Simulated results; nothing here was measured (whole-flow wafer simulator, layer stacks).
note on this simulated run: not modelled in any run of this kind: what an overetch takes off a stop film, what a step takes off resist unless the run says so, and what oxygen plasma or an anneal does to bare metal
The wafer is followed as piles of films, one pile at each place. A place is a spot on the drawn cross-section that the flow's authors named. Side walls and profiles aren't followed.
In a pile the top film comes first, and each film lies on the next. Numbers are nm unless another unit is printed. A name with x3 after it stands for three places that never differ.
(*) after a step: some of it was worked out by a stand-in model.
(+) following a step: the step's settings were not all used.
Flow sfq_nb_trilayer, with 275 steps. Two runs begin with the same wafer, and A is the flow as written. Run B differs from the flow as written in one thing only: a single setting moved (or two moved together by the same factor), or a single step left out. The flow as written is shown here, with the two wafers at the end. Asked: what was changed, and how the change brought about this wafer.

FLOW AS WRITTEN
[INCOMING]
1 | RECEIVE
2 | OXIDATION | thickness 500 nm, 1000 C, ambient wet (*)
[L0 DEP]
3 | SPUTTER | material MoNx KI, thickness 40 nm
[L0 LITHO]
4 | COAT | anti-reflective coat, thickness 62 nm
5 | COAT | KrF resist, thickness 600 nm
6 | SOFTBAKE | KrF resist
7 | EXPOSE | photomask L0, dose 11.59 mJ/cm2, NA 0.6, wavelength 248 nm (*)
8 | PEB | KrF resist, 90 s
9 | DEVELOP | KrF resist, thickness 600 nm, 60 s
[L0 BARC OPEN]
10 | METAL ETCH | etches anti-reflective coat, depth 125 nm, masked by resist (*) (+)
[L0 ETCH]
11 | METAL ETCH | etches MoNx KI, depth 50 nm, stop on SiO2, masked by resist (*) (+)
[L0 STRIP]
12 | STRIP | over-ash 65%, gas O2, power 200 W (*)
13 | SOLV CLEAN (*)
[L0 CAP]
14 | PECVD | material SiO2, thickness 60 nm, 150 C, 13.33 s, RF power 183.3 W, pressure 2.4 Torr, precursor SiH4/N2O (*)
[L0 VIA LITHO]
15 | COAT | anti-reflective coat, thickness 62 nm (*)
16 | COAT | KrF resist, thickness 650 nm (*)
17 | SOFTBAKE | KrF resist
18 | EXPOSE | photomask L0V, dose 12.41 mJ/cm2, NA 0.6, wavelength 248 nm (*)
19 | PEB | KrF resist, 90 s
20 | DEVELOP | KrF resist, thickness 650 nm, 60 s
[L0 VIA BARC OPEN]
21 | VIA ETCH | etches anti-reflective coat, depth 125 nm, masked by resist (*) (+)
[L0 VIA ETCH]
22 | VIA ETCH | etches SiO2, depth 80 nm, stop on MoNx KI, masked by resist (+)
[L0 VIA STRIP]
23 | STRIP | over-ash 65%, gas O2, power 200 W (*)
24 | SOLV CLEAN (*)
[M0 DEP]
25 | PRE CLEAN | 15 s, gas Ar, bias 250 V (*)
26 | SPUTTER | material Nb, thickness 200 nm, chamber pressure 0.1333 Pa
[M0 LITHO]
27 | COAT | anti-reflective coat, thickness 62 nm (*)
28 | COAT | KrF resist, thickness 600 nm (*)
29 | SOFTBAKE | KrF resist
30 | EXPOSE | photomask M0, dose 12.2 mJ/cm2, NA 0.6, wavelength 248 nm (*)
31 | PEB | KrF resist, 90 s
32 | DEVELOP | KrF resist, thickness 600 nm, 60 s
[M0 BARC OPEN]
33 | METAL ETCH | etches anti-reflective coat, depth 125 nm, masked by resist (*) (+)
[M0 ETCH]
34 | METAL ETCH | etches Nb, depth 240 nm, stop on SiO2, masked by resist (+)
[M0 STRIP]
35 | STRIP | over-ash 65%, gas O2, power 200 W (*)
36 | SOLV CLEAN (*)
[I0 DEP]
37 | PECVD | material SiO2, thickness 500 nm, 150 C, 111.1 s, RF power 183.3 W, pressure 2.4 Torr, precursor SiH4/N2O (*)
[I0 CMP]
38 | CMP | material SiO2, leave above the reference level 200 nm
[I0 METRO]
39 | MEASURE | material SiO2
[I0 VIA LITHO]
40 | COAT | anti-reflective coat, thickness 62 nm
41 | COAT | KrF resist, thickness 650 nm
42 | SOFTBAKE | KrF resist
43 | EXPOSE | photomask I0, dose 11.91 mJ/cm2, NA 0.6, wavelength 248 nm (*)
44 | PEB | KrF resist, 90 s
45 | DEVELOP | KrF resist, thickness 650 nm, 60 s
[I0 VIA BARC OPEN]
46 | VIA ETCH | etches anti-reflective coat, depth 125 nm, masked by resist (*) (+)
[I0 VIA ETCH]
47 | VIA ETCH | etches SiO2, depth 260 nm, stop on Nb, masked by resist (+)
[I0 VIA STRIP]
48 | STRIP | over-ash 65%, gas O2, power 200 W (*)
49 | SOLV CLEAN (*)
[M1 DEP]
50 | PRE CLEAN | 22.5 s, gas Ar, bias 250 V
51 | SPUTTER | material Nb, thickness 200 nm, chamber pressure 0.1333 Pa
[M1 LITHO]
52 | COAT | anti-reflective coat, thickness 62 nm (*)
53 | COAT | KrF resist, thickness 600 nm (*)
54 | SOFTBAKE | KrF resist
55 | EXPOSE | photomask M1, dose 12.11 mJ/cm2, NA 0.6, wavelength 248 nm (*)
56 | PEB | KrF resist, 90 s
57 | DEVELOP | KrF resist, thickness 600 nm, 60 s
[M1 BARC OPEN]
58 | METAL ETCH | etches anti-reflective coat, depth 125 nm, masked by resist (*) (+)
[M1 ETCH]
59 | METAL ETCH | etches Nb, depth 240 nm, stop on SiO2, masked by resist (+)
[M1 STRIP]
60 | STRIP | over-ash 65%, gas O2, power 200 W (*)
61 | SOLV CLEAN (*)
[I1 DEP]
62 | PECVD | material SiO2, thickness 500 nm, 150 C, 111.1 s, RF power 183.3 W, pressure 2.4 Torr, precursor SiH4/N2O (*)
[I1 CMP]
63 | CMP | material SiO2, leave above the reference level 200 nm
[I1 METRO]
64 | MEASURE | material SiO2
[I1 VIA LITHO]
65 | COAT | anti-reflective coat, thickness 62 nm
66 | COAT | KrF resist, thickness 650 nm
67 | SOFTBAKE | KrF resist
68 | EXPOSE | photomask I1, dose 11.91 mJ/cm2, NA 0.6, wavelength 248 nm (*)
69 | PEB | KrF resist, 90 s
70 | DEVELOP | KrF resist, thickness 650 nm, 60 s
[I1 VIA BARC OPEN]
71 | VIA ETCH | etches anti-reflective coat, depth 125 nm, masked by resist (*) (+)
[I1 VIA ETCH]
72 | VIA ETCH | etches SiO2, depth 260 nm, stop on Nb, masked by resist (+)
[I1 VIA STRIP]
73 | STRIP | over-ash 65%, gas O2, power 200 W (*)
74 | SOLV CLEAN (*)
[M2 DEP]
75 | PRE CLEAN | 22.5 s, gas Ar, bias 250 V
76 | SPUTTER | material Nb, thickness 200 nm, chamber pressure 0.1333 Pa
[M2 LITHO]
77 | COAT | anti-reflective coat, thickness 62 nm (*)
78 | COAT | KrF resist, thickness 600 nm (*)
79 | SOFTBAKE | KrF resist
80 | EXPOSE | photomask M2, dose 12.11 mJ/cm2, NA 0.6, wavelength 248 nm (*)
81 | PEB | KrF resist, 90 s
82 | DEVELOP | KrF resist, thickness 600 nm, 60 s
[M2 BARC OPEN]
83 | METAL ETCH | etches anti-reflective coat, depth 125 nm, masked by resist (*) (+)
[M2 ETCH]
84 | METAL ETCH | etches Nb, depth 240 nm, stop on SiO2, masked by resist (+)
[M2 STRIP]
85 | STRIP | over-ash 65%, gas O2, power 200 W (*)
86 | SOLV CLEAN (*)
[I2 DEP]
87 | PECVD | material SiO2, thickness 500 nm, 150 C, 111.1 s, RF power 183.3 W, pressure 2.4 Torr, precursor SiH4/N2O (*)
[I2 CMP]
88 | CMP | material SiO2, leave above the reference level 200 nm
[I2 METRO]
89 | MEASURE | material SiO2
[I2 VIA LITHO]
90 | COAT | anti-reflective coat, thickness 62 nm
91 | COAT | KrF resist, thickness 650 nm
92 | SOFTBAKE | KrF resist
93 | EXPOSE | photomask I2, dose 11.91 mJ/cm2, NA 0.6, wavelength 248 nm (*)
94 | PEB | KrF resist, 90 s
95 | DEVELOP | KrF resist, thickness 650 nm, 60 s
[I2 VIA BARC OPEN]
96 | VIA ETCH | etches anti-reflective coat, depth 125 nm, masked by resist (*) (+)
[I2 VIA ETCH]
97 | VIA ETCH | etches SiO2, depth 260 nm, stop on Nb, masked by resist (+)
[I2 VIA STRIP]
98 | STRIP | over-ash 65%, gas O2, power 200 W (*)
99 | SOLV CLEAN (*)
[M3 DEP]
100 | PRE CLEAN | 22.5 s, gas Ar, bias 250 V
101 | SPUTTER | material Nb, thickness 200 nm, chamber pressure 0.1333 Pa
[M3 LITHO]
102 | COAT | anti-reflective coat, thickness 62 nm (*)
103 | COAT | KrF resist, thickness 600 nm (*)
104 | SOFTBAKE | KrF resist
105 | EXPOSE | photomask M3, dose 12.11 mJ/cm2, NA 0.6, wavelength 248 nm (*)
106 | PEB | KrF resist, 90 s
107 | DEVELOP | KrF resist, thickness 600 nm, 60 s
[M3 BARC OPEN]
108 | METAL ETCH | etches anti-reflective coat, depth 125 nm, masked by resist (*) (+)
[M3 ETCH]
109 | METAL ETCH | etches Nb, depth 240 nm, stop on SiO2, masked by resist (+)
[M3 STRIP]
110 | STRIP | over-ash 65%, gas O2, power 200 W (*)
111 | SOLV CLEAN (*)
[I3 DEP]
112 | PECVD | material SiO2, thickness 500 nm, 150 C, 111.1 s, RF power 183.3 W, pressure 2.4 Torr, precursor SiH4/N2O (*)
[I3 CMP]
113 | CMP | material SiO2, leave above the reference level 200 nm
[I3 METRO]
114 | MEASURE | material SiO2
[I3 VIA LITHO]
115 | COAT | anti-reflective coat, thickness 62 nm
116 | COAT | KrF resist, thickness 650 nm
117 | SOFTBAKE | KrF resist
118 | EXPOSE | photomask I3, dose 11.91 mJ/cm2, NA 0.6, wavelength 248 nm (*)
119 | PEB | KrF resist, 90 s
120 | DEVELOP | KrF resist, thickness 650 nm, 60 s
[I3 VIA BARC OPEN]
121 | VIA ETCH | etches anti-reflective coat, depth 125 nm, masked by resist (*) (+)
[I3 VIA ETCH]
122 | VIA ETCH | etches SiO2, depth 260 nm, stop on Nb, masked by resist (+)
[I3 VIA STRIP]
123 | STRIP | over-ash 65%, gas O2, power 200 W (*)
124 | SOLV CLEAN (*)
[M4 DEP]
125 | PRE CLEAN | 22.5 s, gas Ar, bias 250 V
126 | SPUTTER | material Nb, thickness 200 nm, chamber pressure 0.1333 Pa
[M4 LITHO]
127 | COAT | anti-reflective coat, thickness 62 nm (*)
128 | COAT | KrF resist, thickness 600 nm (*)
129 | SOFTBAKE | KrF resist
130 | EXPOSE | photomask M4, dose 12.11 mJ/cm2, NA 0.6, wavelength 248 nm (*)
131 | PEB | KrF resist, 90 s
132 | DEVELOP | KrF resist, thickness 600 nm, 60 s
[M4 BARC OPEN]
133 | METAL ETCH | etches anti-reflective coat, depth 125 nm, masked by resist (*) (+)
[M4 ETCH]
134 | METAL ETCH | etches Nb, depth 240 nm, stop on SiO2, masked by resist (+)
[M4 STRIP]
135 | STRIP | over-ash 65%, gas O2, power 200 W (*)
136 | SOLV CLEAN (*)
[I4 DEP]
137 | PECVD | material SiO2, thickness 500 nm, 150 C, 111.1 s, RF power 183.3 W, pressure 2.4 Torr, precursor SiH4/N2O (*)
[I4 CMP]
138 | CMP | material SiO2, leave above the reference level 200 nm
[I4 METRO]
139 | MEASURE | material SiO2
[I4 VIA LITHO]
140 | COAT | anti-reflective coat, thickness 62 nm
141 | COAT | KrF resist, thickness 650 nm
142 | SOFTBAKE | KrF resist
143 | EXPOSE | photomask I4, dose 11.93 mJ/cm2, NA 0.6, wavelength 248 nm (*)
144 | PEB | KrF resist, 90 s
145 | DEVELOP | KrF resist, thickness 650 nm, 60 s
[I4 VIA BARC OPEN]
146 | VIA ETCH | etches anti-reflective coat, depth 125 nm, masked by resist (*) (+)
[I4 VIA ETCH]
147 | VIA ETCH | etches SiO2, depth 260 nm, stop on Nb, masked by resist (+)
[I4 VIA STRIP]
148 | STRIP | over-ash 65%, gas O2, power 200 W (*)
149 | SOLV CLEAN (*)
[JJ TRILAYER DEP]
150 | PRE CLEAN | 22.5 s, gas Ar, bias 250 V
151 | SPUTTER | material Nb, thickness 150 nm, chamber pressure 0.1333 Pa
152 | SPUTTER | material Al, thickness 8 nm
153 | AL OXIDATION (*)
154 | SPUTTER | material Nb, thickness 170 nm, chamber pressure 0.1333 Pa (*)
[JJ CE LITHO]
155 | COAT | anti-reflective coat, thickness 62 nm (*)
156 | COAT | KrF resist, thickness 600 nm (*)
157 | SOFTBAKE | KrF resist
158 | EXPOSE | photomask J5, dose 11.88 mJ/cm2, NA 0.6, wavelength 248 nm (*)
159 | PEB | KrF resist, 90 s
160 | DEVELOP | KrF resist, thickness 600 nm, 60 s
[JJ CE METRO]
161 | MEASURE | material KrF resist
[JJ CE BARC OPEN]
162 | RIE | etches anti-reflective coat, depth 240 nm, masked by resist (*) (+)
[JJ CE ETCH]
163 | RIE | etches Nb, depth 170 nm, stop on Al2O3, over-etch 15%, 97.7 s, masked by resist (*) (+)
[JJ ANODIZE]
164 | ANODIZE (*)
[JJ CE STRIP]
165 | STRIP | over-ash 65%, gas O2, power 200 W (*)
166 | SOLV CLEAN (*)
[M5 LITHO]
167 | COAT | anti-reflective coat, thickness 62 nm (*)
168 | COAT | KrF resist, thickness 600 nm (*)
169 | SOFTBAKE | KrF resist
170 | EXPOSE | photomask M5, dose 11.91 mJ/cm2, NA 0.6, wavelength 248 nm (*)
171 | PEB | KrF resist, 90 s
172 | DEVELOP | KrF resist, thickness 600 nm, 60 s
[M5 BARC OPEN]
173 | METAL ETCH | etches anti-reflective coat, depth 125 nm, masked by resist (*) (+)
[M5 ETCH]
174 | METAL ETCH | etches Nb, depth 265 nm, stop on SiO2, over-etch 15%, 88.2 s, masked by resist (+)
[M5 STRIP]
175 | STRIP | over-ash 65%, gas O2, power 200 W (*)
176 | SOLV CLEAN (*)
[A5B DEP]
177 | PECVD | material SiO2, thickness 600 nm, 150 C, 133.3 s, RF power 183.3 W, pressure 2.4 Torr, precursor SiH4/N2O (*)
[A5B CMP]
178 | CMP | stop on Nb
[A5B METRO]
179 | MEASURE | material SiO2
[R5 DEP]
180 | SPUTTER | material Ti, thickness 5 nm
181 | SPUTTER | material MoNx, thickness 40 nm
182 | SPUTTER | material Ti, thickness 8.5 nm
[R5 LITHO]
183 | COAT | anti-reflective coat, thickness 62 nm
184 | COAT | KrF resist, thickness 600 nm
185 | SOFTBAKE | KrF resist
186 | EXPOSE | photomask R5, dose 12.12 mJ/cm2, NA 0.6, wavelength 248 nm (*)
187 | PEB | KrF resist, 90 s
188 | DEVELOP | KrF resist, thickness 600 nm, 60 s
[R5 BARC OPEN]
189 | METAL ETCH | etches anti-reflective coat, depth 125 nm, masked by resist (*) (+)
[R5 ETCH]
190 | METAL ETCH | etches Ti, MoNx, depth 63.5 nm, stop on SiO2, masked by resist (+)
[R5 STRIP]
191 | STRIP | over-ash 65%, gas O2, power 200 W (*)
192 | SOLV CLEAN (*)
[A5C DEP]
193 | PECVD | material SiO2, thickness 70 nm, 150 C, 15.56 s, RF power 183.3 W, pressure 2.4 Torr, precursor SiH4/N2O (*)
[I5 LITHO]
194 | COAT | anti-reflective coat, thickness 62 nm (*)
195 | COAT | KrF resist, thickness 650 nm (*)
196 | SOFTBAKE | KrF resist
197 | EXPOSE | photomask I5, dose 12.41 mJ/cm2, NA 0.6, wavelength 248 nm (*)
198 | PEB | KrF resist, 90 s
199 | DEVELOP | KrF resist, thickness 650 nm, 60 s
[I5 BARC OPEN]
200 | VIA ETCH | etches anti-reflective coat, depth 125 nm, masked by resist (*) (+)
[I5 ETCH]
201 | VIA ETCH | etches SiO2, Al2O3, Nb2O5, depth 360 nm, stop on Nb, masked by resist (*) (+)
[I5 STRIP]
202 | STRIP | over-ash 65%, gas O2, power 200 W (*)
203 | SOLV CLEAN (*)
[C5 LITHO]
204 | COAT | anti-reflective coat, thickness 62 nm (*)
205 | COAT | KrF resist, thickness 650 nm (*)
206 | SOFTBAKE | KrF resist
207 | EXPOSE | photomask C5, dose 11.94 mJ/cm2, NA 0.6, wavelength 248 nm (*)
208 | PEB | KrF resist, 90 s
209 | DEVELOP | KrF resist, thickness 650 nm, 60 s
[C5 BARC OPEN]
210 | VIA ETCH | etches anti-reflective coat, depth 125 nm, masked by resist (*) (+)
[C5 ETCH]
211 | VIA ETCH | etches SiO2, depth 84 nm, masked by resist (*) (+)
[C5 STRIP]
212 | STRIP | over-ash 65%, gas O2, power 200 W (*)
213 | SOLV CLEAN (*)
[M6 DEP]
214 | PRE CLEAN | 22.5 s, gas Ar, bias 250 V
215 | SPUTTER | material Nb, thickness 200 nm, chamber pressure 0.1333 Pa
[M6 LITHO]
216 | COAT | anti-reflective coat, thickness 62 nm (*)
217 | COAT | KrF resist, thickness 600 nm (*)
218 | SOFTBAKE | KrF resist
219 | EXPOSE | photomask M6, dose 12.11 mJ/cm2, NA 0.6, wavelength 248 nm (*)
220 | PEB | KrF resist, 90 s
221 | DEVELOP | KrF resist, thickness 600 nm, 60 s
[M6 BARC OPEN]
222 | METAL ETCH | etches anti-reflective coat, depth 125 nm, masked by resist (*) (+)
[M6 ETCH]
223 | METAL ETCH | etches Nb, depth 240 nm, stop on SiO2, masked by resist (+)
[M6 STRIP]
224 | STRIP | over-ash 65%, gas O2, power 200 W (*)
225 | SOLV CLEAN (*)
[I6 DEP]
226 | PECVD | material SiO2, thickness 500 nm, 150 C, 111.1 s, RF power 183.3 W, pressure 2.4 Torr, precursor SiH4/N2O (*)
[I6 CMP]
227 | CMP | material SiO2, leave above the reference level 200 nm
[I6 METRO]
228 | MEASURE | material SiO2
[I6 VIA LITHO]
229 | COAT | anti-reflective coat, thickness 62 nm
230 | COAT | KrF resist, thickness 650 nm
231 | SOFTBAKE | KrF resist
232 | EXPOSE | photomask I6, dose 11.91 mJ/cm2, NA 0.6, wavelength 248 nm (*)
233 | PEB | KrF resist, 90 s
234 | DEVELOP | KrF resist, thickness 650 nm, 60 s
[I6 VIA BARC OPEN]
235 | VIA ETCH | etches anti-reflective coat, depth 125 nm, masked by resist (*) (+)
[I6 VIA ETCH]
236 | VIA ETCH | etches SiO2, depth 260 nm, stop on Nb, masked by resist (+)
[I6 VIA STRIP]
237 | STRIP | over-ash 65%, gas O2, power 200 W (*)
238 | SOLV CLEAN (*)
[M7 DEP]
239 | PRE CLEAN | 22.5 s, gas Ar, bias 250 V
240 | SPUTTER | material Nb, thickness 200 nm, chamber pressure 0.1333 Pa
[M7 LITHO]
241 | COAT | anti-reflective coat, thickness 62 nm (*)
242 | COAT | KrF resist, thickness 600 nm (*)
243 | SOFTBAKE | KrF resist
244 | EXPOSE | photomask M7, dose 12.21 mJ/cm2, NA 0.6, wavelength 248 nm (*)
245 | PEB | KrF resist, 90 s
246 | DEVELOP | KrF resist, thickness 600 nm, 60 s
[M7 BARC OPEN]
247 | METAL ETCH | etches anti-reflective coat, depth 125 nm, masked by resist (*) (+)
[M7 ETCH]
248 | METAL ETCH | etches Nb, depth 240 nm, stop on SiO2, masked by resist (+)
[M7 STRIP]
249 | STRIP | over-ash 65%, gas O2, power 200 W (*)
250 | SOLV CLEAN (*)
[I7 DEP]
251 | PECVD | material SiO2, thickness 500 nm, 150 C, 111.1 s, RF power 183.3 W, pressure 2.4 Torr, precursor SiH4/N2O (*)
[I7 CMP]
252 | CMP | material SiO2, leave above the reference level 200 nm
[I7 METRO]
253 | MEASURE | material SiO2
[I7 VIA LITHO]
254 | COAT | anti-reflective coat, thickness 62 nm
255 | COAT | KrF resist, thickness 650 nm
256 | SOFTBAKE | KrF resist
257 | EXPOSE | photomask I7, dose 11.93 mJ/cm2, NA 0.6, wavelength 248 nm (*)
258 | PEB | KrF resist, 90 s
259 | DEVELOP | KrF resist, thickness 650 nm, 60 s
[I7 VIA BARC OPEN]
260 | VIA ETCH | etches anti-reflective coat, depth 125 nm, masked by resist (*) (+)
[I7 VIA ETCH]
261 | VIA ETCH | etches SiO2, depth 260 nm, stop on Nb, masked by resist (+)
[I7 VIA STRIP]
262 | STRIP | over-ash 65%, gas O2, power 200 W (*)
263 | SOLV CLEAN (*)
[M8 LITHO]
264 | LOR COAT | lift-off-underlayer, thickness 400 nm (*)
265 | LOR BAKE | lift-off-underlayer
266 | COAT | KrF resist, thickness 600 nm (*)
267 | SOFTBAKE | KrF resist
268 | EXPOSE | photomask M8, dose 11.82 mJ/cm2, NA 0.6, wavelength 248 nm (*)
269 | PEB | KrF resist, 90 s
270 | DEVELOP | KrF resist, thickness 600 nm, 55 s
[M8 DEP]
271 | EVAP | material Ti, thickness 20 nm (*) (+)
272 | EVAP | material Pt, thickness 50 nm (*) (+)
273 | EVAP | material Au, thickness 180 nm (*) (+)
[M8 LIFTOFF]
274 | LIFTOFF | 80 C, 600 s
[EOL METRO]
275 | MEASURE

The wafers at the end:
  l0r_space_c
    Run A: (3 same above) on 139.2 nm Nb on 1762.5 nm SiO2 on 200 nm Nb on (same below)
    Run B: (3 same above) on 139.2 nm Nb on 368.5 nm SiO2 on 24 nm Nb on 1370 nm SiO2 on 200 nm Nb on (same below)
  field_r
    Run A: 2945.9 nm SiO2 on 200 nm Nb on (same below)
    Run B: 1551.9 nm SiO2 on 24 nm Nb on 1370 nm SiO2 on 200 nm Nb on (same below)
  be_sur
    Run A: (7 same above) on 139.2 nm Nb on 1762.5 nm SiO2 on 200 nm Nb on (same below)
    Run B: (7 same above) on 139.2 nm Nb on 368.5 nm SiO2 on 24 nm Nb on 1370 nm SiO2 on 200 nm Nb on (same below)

What caused this: step 134, METAL ETCH: depth 176 nm was run, though the flow has depth 240 nm.

Step by step, how the change led to this:
  134 | METAL ETCH | etches Nb, depth 240 nm, stop on SiO2, masked by resist (+)
      field_l, be, be_sur and 64 more: A -200 Nb (all of it) | B -176 Nb
      v_sur, via_wl, via_w and 36 more: A -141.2 KrF resist | B -103.5 KrF resist
  135 | STRIP | over-ash 65%, gas O2, power 200 W (*)
      p4_fl x3, p4_w1 x9, p4_g1 x2 and 15 more: A -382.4 KrF resist (all of it), -62 anti-reflective coat (all of it) | B -420 KrF resist (all of it), -62 anti-reflective coat (all of it)
      ln_m5, lsp_m, ln_m6: A -381.9 KrF resist (all of it), -61.8 anti-reflective coat (all of it) | B -419.6 KrF resist (all of it), -61.8 anti-reflective coat (all of it)
      (and at 7 other places as well)
  137 | PECVD | material SiO2, thickness 500 nm, 150 C, 111.1 s, RF power 183.3 W, pressure 2.4 Torr, precursor SiH4/N2O (*)
      field_l, be, be_sur and 55 more: A +500 SiO2 | B +500 SiO2 (new film)
      p3_s0 x6: A +557.1 SiO2 | B +533.1 SiO2 (new film)
      (and at 3 other places as well)
  138 | CMP | material SiO2, leave above the reference level 200 nm
      field_l, be, be_sur and 55 more: A -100 SiO2 | B -124 SiO2
      lsp_r, l0_sur, l0v: A -91.9 SiO2 | B -116.9 SiO2
If metal films that touch count as one body, l0r_space_c has 3 bodies (between them, from the top down: SiO2 368.5; SiO2 1370); the flow as written gives 2 bodies (between them, from the top down: SiO2 1762.5).
If metal films that touch count as one body, field_r has 2 bodies (between them, from the top down: SiO2 1370); the flow as written gives 1 body.
If metal films that touch count as one body, be_sur has 5 bodies (between them, from the top down: SiO2 192.5; SiO2 209 / Al2O3 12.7 / Nb2O5 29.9; SiO2 368.5; SiO2 1370); the flow as written gives 4 bodies (between them, from the top down: SiO2 192.5; SiO2 209 / Al2O3 12.7 / Nb2O5 29.9; SiO2 1762.5).
